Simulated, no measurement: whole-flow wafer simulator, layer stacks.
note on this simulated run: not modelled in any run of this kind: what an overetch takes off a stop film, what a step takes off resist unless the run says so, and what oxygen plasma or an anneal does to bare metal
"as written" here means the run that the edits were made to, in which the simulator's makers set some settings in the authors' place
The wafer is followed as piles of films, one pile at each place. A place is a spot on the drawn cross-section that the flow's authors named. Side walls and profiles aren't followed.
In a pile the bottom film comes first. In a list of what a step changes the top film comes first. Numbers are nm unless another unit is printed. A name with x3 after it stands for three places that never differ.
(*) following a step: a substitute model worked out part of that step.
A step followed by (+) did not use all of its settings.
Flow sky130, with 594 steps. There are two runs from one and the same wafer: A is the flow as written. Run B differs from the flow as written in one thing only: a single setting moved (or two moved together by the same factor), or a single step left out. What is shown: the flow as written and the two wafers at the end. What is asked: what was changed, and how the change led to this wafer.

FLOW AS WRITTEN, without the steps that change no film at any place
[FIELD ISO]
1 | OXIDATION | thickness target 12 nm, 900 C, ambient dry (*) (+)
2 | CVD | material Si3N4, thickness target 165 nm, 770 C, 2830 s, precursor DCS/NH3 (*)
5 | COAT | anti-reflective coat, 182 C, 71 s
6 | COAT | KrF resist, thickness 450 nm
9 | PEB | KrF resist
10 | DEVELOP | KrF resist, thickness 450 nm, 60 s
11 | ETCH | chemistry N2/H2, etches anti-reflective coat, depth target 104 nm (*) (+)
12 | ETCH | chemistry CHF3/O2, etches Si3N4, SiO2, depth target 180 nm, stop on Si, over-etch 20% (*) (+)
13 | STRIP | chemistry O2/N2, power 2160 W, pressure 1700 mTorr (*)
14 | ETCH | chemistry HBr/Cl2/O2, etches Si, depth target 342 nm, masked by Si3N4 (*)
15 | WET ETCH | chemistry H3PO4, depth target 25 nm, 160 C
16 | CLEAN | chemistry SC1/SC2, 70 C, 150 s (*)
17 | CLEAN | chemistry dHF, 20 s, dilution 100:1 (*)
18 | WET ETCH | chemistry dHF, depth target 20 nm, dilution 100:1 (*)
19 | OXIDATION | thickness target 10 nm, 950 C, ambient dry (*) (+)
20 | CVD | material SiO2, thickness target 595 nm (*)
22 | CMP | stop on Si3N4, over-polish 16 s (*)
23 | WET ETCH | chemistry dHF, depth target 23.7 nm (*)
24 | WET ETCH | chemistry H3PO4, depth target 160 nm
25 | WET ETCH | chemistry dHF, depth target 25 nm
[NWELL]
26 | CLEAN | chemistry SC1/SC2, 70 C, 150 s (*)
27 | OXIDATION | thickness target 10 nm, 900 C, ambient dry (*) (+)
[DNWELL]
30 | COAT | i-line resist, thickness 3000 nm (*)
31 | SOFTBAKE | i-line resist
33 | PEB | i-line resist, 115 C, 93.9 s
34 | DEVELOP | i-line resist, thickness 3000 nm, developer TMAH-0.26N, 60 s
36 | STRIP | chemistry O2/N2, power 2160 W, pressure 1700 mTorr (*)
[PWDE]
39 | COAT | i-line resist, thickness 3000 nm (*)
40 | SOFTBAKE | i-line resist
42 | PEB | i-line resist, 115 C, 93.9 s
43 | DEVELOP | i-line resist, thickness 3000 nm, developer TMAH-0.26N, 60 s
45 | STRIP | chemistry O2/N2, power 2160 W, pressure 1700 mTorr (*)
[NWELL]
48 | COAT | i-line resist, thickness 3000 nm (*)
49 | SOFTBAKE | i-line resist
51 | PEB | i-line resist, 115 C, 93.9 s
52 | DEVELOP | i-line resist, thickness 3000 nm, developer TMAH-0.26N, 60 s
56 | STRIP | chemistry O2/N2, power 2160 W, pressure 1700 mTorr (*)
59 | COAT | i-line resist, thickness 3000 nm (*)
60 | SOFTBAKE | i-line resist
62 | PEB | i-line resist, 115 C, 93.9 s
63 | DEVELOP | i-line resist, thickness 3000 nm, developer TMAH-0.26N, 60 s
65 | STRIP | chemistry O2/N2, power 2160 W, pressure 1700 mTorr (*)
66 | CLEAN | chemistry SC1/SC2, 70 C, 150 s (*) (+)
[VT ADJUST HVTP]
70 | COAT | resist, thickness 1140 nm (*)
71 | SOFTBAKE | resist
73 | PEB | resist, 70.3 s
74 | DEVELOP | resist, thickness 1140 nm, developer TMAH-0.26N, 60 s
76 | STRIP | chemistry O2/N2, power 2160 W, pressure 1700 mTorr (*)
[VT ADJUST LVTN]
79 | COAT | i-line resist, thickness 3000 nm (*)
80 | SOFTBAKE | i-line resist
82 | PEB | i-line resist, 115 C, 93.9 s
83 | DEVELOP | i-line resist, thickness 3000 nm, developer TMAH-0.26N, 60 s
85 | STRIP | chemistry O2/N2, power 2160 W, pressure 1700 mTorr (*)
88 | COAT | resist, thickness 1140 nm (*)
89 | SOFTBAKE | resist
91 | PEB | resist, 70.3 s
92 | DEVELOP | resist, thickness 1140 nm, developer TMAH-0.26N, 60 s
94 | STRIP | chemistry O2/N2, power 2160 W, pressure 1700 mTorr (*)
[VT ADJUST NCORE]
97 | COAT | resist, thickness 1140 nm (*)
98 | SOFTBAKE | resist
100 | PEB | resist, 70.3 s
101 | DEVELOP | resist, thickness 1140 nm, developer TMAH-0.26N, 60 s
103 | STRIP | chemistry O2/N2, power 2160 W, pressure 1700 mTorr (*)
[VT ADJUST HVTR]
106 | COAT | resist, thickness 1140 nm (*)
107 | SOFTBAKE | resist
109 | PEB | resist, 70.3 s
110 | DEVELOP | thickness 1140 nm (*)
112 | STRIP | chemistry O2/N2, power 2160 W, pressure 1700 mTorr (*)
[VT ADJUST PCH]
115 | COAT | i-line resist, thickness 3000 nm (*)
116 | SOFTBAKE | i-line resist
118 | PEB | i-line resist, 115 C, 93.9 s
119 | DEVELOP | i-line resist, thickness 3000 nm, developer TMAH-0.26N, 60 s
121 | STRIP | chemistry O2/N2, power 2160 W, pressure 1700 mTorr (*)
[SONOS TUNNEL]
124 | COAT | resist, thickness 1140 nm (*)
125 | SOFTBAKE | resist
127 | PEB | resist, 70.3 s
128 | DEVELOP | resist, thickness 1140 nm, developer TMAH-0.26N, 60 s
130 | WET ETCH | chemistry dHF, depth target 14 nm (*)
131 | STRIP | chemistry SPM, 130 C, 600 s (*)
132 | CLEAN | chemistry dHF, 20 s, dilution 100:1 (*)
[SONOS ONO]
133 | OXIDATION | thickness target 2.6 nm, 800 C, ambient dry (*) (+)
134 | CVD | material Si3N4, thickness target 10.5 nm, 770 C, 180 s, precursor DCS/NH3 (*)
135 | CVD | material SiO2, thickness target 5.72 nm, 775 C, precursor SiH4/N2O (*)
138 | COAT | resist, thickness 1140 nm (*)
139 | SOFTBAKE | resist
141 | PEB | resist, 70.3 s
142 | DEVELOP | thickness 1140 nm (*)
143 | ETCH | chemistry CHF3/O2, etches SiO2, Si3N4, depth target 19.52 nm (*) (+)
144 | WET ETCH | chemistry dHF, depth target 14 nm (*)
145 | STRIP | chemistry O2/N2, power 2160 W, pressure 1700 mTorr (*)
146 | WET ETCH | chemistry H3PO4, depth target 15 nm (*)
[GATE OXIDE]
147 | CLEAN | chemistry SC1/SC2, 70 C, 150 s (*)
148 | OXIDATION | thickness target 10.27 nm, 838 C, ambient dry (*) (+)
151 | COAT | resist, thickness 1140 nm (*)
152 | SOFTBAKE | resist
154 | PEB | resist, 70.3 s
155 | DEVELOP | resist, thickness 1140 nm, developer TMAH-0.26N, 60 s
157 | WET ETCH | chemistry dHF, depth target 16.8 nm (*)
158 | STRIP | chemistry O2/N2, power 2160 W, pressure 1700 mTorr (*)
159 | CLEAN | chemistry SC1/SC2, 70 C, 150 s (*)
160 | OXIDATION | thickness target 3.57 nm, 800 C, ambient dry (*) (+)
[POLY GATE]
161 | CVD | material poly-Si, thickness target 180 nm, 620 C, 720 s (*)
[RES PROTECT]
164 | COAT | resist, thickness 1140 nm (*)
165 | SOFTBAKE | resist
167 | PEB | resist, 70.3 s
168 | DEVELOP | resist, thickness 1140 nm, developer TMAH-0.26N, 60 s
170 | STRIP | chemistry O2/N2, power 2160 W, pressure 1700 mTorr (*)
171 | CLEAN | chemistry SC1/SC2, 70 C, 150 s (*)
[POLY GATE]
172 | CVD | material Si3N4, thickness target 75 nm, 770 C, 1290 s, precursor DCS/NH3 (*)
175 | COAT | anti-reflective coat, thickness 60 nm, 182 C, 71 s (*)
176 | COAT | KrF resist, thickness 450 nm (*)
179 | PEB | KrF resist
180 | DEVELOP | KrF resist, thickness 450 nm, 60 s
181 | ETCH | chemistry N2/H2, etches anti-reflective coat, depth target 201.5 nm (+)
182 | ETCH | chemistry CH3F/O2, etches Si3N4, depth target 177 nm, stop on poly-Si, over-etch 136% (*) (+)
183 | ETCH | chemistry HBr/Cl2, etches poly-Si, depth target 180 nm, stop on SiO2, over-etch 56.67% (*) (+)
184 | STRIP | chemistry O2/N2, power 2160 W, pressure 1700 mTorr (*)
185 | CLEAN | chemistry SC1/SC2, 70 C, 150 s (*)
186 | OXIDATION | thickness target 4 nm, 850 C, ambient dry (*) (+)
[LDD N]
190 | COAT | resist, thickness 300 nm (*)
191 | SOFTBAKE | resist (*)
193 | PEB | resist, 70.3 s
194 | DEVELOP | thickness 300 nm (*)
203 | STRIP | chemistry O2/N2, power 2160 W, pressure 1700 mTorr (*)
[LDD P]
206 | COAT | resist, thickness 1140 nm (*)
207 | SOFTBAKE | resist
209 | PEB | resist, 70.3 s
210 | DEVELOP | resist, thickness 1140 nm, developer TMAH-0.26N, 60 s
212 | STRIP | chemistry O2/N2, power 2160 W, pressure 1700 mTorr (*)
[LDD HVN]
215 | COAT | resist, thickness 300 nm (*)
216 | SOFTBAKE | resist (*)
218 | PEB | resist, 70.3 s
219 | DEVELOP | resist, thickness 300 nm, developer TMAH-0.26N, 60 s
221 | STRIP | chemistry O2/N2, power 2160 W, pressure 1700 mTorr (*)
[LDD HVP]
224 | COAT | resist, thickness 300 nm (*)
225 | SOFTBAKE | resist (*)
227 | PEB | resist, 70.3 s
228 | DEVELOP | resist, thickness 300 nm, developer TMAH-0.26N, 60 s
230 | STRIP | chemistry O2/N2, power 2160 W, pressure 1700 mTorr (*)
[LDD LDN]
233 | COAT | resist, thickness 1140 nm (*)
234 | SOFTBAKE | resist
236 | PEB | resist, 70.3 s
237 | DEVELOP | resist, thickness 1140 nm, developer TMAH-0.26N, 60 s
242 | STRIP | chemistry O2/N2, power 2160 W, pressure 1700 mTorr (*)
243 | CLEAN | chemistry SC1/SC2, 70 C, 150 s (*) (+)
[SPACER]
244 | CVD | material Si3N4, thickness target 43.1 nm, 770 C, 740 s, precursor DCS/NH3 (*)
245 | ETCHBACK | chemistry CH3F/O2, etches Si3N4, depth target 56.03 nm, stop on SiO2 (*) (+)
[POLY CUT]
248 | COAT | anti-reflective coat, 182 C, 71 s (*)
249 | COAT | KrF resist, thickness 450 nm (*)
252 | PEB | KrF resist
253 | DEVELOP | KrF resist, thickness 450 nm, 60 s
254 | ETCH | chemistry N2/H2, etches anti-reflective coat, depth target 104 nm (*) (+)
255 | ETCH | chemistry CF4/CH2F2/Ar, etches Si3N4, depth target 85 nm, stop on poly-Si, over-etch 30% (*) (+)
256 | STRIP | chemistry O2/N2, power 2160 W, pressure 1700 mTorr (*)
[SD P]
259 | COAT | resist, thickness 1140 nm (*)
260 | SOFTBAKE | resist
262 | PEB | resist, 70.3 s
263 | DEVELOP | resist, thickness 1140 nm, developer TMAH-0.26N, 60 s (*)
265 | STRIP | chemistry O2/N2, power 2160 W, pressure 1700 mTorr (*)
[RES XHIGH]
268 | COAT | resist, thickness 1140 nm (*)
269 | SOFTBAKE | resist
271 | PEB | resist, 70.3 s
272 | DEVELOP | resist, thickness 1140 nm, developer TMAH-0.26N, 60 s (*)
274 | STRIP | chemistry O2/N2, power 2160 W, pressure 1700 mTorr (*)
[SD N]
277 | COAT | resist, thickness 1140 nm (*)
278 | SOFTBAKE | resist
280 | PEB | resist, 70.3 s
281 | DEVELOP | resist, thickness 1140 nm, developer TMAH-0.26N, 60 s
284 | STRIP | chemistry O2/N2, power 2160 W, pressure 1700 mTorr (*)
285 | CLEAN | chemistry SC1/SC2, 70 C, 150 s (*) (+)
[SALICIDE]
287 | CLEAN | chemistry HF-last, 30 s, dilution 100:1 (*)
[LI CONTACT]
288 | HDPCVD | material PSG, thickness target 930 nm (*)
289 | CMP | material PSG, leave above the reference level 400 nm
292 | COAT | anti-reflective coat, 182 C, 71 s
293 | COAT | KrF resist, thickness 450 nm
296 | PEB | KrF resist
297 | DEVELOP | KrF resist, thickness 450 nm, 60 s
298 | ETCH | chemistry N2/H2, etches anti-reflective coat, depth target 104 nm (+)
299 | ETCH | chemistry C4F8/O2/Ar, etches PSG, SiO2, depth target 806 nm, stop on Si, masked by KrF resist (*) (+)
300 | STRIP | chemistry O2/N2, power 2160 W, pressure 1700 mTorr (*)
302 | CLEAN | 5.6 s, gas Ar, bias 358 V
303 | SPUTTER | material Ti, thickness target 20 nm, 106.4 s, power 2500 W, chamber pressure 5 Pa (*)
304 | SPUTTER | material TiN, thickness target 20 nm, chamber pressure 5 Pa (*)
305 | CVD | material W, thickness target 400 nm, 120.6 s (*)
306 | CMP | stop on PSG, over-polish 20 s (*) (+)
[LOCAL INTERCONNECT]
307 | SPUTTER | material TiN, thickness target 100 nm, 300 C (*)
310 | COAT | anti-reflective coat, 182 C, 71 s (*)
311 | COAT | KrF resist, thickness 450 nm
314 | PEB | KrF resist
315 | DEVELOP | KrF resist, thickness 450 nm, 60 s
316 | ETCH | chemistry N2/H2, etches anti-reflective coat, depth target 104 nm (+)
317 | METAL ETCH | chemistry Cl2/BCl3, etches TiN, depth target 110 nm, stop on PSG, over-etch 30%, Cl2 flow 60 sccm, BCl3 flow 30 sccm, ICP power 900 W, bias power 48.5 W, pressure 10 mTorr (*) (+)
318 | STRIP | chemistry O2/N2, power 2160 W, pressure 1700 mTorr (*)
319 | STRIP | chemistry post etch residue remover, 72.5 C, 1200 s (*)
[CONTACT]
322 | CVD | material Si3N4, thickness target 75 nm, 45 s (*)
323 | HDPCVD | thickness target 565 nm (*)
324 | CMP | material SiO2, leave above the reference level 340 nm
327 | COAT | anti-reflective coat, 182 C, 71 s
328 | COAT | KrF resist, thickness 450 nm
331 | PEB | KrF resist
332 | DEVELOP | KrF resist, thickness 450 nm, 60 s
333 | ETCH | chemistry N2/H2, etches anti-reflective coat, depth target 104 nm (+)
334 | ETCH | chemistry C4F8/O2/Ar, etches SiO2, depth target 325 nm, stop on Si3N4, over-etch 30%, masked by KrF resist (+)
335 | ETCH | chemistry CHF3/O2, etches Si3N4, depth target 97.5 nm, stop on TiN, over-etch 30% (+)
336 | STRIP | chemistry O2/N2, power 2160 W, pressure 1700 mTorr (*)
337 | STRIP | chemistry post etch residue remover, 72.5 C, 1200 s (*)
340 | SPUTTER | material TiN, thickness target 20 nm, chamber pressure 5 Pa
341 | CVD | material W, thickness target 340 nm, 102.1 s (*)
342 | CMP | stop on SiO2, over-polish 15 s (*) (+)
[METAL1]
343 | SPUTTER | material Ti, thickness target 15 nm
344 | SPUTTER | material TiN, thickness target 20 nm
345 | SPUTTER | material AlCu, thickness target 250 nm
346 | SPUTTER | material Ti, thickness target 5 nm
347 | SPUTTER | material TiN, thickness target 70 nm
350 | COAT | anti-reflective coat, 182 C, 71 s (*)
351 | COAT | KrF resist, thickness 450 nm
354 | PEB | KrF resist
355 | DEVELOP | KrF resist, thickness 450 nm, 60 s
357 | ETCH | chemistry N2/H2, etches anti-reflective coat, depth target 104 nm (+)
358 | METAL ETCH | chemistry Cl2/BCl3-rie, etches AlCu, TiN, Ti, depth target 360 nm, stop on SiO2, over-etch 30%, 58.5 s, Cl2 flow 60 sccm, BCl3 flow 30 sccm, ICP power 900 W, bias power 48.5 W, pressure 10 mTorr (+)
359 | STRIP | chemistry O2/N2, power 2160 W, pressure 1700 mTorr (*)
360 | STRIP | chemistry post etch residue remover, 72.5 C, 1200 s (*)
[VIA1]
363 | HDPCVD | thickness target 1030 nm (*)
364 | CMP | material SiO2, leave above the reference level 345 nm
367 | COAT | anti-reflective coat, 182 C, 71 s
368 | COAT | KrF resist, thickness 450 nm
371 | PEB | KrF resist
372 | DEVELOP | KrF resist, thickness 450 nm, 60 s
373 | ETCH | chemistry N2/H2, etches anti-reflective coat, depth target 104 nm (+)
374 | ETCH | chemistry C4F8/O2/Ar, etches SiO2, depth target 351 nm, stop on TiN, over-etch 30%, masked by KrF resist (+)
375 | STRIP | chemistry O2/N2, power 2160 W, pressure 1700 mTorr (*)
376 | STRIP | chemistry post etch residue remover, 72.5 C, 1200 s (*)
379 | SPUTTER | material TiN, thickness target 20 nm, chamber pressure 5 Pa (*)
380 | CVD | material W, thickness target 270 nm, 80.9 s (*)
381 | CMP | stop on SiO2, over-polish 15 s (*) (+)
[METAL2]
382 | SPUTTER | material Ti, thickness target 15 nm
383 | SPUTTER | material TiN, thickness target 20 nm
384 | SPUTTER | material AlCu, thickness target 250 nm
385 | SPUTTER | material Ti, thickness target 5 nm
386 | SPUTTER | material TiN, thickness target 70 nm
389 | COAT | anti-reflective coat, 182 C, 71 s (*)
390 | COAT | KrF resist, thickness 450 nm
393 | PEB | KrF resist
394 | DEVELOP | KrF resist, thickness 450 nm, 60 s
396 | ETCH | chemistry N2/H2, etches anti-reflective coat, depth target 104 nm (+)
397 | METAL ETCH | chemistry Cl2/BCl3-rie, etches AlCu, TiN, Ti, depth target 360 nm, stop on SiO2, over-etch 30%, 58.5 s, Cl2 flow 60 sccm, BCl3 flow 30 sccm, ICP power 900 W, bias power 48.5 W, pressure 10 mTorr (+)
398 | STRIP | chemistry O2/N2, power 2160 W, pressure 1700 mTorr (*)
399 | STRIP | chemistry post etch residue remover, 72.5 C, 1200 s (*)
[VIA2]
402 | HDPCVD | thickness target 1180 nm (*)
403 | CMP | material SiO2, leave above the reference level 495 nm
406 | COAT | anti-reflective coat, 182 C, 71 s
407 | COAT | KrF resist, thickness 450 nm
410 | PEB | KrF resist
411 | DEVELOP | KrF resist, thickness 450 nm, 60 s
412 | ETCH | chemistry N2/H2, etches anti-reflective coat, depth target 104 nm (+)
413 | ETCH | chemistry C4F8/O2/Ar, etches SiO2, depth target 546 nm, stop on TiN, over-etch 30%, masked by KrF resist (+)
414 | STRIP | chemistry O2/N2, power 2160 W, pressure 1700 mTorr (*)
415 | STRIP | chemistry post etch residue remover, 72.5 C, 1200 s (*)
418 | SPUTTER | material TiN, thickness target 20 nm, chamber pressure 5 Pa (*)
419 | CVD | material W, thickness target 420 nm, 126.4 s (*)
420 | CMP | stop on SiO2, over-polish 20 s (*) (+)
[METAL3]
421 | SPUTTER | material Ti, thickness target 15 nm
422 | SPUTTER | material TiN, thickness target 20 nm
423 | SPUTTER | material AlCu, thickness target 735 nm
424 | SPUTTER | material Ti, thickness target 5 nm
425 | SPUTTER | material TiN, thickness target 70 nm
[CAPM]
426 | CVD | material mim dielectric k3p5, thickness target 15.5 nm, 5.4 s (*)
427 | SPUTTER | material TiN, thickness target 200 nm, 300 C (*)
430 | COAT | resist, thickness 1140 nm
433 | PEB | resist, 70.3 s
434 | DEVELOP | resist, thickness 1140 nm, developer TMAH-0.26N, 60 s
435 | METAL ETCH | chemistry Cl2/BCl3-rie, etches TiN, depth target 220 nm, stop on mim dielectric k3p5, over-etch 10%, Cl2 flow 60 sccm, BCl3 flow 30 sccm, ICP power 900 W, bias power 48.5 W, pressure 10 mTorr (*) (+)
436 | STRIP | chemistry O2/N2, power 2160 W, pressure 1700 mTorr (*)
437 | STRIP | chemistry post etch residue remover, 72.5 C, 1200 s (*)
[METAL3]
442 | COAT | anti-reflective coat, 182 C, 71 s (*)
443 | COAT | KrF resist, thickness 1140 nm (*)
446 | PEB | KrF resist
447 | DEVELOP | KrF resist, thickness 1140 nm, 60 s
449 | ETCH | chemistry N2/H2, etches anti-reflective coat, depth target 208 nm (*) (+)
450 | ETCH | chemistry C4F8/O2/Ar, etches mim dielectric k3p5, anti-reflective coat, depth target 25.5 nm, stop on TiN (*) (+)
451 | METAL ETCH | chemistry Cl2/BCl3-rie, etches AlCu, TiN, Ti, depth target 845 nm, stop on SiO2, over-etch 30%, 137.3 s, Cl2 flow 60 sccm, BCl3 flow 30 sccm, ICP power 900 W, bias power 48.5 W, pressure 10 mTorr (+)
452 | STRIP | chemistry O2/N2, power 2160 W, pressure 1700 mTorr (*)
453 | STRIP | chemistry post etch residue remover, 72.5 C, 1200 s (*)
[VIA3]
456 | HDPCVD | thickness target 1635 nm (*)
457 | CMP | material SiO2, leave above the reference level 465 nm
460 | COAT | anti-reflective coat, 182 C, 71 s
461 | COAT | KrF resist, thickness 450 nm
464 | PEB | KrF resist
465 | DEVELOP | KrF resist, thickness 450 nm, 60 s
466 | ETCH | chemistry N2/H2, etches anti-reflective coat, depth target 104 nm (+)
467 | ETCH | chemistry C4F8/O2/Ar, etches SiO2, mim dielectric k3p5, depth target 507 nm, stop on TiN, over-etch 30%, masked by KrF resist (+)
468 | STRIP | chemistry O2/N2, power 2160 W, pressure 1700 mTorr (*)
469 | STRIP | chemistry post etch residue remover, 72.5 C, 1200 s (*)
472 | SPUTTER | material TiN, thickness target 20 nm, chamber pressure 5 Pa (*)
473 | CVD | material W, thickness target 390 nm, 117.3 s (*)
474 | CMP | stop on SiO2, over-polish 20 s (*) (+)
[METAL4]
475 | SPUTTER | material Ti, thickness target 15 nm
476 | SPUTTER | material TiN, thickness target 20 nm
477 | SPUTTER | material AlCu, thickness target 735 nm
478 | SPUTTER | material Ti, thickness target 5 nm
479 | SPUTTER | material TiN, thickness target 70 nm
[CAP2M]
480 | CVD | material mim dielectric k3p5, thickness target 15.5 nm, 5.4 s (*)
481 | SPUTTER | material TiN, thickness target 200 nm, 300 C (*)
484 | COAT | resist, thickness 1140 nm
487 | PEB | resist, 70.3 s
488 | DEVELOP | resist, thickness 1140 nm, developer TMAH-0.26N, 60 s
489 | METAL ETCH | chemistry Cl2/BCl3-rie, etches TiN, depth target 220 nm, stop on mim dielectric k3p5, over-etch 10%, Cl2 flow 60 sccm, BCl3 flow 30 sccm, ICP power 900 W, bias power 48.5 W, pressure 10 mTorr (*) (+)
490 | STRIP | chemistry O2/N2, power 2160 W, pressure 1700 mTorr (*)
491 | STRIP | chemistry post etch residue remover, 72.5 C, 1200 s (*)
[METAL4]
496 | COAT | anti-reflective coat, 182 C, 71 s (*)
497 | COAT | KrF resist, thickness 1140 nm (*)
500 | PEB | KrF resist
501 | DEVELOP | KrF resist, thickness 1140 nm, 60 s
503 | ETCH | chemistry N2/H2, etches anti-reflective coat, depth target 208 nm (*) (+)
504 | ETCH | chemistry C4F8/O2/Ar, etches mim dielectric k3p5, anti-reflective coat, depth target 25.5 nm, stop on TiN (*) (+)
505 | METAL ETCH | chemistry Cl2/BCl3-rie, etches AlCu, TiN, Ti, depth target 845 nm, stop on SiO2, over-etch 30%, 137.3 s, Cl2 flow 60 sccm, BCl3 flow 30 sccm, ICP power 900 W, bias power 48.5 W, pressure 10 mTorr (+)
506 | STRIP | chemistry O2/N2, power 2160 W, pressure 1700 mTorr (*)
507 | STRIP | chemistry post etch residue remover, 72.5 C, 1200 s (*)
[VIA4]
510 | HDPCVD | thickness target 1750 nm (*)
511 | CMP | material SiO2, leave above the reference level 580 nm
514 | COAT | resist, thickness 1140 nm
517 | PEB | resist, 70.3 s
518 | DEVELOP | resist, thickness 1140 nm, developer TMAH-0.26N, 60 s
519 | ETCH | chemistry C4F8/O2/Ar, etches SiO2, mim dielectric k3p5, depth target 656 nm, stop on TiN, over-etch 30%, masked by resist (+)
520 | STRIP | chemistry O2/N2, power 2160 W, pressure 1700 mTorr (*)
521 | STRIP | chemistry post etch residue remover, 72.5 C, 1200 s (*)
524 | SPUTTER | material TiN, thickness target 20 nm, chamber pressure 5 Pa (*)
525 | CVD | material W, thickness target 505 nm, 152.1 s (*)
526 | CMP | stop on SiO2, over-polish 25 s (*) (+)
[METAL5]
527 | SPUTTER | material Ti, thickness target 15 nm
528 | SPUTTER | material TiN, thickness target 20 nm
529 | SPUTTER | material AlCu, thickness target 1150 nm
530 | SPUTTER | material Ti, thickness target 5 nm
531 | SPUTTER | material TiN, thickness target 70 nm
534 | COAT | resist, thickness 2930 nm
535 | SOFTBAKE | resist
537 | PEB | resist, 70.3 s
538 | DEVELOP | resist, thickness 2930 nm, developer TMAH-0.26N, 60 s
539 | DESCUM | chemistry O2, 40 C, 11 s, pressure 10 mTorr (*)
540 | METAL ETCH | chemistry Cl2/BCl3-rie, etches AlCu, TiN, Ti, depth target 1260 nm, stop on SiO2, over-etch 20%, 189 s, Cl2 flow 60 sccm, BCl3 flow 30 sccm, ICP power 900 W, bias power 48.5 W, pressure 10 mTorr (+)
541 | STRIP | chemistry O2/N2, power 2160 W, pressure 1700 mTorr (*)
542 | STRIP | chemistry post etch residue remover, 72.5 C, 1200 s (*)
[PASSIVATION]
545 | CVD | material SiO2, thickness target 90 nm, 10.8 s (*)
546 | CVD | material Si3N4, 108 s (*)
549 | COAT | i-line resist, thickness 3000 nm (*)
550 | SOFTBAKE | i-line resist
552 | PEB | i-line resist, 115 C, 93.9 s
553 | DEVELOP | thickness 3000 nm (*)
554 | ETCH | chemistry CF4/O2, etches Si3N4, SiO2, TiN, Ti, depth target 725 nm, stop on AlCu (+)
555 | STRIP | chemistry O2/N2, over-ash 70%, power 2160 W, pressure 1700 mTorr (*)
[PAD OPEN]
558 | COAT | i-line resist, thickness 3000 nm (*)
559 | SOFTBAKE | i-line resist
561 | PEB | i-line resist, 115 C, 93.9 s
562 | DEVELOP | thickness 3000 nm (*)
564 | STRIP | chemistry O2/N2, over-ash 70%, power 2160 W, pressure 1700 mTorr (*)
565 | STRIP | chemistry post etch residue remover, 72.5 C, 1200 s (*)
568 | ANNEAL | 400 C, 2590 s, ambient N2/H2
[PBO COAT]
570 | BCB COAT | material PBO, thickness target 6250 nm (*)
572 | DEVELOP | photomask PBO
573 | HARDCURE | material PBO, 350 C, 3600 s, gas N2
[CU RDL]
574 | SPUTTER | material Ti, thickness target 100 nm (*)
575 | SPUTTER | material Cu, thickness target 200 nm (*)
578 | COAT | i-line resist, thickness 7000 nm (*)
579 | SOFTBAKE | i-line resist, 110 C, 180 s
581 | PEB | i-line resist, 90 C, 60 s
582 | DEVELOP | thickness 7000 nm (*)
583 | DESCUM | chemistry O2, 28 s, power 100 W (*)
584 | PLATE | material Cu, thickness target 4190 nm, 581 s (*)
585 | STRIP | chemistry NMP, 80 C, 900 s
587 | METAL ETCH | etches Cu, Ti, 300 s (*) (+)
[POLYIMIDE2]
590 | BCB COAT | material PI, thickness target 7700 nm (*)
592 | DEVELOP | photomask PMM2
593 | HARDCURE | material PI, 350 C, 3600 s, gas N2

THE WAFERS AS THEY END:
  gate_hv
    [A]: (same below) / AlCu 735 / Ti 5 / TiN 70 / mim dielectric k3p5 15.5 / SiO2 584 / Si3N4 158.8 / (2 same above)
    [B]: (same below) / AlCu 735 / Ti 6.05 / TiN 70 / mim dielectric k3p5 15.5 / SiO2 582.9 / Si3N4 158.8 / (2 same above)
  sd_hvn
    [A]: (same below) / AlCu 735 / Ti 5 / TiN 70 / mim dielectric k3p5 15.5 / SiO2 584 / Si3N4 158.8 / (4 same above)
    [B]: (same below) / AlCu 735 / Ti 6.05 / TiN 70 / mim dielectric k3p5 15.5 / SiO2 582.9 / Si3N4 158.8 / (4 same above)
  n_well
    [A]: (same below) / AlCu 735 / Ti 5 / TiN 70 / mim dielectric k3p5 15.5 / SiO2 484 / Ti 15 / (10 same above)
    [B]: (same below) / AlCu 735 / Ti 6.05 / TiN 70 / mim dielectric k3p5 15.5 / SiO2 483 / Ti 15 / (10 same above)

The reason: step 478, SPUTTER: thickness target 6.05 nm was run, while the flow as written has thickness target 5 nm.
The wafer lets one read it off: gate_hv has Ti 6.05, and step 478 as written asks for 5 nm.

How this came from the change, step by step:
  478 | SPUTTER | material Ti, thickness target 5 nm
      field, active, n_well and 189 more: A +5 Ti (new film) | B +6.05 Ti (new film)
  505 | METAL ETCH | chemistry Cl2/BCl3-rie, etches AlCu, TiN, Ti, depth target 845 nm, stop on SiO2, over-etch 30%, 137.3 s, Cl2 flow 60 sccm, BCl3 flow 30 sccm, ICP power 900 W, bias power 48.5 W, pressure 10 mTorr (+)
      field, gate, spacer and 68 more: A -70 TiN (all of it), -5 Ti (all of it), -735 AlCu (all of it), -20 TiN (all of it), -15 Ti (all of it), -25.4 SiO2 | B -70 TiN (all of it), -6.05 Ti (all of it), -735 AlCu (all of it), -20 TiN (all of it), -15 Ti (all of it), -25.2 SiO2
      active, vpp_iso1, mim_edge_plate and 14 more: A -70 TiN (all of it), -5 Ti (all of it), -735 AlCu (all of it), -20 TiN (all of it), -15 Ti (all of it), -25.3 SiO2 | B -70 TiN (all of it), -6.05 Ti (all of it), -735 AlCu (all of it), -20 TiN (all of it), -15 Ti (all of it), -25.2 SiO2
